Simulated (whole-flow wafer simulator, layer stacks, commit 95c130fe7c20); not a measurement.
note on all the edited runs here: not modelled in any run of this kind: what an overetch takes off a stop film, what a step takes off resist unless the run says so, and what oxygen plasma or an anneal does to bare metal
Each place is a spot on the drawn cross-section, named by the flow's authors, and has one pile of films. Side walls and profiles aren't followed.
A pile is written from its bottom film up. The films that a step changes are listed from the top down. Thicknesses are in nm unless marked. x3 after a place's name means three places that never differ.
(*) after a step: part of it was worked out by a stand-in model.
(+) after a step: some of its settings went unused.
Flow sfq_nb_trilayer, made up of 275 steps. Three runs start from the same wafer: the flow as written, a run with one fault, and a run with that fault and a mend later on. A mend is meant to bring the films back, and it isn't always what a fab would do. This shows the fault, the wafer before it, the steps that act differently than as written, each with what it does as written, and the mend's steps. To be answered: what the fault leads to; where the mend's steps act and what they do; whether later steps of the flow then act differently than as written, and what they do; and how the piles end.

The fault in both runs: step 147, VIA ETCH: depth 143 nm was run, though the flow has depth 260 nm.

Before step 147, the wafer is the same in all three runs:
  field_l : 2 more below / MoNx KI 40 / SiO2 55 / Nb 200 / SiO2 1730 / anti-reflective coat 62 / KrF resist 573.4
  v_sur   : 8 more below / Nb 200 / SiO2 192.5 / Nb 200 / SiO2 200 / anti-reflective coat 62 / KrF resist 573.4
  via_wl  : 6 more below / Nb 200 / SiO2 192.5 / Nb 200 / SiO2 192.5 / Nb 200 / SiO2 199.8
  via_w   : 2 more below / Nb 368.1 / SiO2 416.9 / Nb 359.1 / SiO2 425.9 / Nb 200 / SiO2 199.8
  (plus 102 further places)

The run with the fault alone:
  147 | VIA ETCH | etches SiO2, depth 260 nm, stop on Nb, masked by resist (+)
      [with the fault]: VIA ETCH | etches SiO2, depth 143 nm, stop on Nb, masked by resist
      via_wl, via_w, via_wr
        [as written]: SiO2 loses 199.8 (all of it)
        [with the fault]: SiO2 loses 143
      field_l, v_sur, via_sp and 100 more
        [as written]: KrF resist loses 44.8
        [with the fault]: KrF resist loses 24.7
  Later steps of the flow acting differently than as written (5 other steps are not shown; they differ only slightly, by no more than 2% or 0.5 nm, whichever is larger):
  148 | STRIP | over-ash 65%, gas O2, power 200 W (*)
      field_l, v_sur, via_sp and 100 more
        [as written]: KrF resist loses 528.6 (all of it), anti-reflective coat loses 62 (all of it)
        [with the fault]: KrF resist loses 548.8 (all of it), anti-reflective coat loses 62 (all of it)
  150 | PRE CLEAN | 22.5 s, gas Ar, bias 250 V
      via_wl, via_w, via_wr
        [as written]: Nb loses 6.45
        [with the fault]: SiO2 loses 7.5
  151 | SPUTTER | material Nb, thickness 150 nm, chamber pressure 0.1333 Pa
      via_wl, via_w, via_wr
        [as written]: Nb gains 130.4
        [with the fault]: Nb gains 136.9 (new film)
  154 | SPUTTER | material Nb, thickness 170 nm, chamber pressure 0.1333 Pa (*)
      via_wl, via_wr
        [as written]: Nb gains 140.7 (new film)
        [with the fault]: Nb gains 150.4 (new film)
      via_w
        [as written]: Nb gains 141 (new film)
        [with the fault]: Nb gains 150.8 (new film)
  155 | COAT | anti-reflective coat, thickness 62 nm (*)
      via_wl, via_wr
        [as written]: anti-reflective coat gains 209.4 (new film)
        [with the fault]: anti-reflective coat gains 158.6 (new film)
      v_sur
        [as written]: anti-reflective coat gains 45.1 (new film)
        [with the fault]: anti-reflective coat gains 47.4 (new film)
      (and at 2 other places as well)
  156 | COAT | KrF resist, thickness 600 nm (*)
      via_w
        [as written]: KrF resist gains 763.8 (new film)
        [with the fault]: KrF resist gains 711 (new film)
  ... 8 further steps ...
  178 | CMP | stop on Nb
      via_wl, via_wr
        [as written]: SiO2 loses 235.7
        [with the fault]: SiO2 loses 298
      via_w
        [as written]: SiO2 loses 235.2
        [with the fault]: SiO2 loses 297.4
  By the end, the piles at via_wl, via_w, via_wr depart from the flow's by more than 2% or 0.5 nm, whichever is larger.
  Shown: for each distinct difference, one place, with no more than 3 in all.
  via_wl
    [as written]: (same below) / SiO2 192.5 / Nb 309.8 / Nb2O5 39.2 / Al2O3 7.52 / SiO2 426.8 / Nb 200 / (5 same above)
    [with the fault]: (same below) / SiO2 192.5 / Nb 200 / SiO2 49.3 / Nb 122.9 / Nb2O5 38.9 / Al2O3 7.66 / SiO2 364.5 / Nb 200 / (5 same above)
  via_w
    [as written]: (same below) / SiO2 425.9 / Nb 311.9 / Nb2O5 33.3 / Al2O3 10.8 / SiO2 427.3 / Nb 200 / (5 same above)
    [with the fault]: (same below) / SiO2 425.9 / Nb 200 / SiO2 49.3 / Nb 125.3 / Nb2O5 32.3 / Al2O3 11.4 / SiO2 365.1 / Nb 200 / (5 same above)

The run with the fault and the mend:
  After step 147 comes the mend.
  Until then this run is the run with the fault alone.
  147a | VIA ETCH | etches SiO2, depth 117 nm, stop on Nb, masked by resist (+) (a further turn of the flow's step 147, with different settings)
      field_l, v_sur, via_sp and 100 more
        KrF resist loses 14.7
      via_wl, via_w, via_wr
        SiO2 loses 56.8 (all of it)
  Every later step of the flow that is run acts as written, at every place that is followed, to within 2% or 0.5 nm, whichever is larger.
  At every place that both follow, the piles at the end match the flow's.
